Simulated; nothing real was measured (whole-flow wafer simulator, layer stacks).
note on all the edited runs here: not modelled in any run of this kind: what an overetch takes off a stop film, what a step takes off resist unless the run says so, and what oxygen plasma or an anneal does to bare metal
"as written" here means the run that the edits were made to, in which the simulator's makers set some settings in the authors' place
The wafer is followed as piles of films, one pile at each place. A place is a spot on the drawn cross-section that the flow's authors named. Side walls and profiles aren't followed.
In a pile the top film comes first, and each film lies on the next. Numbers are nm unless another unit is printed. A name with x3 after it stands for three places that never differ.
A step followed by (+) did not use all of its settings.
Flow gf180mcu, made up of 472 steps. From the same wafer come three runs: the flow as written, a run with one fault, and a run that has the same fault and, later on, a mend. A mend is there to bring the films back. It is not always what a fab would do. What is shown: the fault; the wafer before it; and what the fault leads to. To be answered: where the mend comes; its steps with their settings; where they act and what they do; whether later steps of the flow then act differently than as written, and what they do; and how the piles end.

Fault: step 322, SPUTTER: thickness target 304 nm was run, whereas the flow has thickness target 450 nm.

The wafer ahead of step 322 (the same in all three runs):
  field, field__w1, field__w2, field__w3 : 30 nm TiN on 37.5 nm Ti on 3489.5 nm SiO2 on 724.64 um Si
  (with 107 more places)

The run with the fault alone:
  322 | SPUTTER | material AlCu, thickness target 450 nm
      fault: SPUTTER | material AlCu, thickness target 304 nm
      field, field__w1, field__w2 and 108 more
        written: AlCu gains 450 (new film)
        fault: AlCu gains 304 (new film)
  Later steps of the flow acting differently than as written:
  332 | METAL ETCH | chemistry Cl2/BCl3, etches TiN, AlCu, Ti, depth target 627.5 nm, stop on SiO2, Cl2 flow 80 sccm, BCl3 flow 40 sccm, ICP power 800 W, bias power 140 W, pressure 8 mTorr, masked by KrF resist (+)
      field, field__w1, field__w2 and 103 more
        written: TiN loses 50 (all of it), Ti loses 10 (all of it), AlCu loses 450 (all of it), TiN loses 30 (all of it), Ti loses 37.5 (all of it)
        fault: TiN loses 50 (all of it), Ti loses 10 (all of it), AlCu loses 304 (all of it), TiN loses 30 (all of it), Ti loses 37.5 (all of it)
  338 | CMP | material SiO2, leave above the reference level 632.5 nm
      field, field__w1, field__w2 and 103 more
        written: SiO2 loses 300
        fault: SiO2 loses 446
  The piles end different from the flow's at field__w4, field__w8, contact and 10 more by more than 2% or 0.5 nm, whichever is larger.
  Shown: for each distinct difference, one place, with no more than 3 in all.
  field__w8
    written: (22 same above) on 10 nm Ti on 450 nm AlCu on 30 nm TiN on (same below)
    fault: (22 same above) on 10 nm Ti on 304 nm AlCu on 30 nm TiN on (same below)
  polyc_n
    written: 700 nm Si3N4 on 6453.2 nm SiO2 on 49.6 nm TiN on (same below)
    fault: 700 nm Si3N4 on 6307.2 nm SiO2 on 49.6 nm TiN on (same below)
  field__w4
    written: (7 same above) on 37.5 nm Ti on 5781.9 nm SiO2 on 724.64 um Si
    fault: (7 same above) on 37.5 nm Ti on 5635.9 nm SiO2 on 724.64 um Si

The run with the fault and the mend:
  The mend stands after step 322.
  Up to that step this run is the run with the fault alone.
  322a | SPUTTER | material AlCu, thickness target 146 nm (the flow's step 322 again, with other settings)
      field, field__w1, field__w2 and 108 more
        AlCu gains 146
  Later steps of the flow that are run all act as written at every place that is followed.
  At every place that both follow, the piles at the end match the flow's.
